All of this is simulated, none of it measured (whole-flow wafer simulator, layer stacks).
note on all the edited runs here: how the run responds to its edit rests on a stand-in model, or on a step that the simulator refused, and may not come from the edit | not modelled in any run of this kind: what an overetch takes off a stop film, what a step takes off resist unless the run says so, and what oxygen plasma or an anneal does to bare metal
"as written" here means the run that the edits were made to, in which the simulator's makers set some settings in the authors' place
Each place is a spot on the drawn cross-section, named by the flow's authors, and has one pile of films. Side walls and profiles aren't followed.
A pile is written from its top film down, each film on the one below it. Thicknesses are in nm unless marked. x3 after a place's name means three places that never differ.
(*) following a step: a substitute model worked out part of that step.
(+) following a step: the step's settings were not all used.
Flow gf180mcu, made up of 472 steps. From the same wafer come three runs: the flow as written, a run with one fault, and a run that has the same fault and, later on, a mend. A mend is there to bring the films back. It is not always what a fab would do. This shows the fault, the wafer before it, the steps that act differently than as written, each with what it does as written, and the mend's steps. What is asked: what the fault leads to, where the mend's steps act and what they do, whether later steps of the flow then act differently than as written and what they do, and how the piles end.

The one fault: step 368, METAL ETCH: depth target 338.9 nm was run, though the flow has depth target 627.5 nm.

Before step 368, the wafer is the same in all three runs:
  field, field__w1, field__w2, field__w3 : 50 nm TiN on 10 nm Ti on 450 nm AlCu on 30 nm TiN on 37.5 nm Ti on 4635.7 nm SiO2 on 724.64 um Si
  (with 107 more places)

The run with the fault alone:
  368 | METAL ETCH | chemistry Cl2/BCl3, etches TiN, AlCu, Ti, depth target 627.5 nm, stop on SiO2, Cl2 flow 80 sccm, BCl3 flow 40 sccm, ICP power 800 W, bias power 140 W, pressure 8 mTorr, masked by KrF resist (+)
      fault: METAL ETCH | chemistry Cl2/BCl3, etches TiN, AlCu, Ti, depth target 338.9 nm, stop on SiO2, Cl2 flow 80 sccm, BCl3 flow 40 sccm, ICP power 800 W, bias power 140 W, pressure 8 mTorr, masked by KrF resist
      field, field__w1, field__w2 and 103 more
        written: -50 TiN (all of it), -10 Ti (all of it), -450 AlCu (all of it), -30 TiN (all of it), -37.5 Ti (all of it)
        fault: -50 TiN (all of it), -10 Ti (all of it), -278.9 AlCu
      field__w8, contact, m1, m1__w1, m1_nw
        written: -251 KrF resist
        fault: -135.6 KrF resist
  Steps further on in the flow that do not act as written:
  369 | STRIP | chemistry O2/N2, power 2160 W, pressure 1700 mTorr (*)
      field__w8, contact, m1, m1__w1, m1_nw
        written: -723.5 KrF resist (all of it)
        fault: -839 KrF resist (all of it)
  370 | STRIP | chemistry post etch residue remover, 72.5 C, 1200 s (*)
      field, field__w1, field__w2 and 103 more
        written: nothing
        fault: -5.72 AlCu
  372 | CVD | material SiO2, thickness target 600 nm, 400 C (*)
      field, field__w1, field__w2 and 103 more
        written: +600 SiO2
        fault: +600 SiO2 (new film)
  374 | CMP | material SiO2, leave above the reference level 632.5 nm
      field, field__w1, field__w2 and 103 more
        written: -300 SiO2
        fault: -532.9 SiO2
  By the end, the piles at field, field__w1, field__w2 and 104 more depart from the flow's by more than 2% or 0.5 nm, whichever is larger.
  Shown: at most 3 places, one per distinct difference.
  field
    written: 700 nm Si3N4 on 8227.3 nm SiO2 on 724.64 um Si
    fault: 700 nm Si3N4 on 3358.7 nm SiO2 on 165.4 nm AlCu on 30 nm TiN on 37.5 nm Ti on 4635.7 nm SiO2 on 724.64 um Si
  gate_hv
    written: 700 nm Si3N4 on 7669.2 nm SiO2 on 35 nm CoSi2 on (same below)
    fault: 700 nm Si3N4 on 3358.7 nm SiO2 on 165.4 nm AlCu on 30 nm TiN on 37.5 nm Ti on 4077.6 nm SiO2 on 35 nm CoSi2 on (same below)
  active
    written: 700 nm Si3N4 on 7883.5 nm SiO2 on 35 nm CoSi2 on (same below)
    fault: 700 nm Si3N4 on 3358.7 nm SiO2 on 165.4 nm AlCu on 30 nm TiN on 37.5 nm Ti on 4291.9 nm SiO2 on 35 nm CoSi2 on (same below)

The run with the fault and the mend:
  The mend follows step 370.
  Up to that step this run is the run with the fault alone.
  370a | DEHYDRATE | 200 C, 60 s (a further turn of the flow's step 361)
      leaves every film unchanged at each place that is followed
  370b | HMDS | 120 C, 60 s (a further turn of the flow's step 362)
      leaves every film unchanged at each place that is followed
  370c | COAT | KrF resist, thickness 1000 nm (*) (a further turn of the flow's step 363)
      iso_ptap_pw, iso_ntap_nw, iso_nw_fld and 33 more
        +1000 KrF resist (new film)
      field__w5, field__w9, field_sub__w4 and 12 more
        +1002.2 KrF resist (new film)
      field_sub, field_sub__w1, field_sub__w3 and 10 more
        +1002.3 KrF resist (new film)
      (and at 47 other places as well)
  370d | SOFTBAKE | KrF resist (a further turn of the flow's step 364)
      leaves every film unchanged at each place that is followed
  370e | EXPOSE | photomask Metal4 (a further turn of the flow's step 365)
      leaves every film unchanged at each place that is followed
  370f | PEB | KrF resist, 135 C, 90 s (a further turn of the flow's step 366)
      field__w1, field__w2, field__w3 and 58 more
        -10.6 KrF resist
      iso_ptap_pw, iso_ntap_nw, iso_nw_fld and 33 more
        -10.5 KrF resist
      sd_p, gate_p, nw_sep_fld, polyc_n
        -10.7 KrF resist
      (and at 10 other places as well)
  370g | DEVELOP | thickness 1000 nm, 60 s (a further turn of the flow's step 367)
      iso_ptap_pw, iso_ntap_nw, iso_nw_fld and 33 more
        -989.5 KrF resist (all of it)
      field__w10, field_sub__w2, field_sub__w4 and 12 more
        -991.6 KrF resist (all of it)
      field__w5, field__w9, field_sub and 7 more
        -991.7 KrF resist (all of it)
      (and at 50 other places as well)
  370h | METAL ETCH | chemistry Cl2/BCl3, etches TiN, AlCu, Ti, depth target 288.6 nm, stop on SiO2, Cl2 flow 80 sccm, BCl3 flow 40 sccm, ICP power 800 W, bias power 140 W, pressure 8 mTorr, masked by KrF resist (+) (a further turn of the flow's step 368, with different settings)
      field, field__w1, field__w2 and 103 more
        -165.4 AlCu (all of it), -30 TiN (all of it), -37.5 Ti (all of it)
      field__w8, contact, m1, m1__w1, m1_nw
        -115.4 KrF resist
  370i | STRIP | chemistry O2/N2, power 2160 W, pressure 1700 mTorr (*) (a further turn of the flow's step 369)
      field__w8, m1
        -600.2 KrF resist (all of it)
      contact
        -598.3 KrF resist (all of it)
      m1__w1
        -609 KrF resist (all of it)
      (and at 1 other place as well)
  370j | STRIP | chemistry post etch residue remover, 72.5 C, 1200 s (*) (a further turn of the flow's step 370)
      field__w8, contact, m1, m1__w1, m1_nw
        -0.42 TiN
  Later steps of the flow that are run all act as written at every place that is followed, up to a difference of at most 2% or 0.5 nm, whichever is larger.
  When the end is reached, the piles differ only a little from the flow's at the places that both follow, at most by 2% or 0.5 nm, whichever is larger.
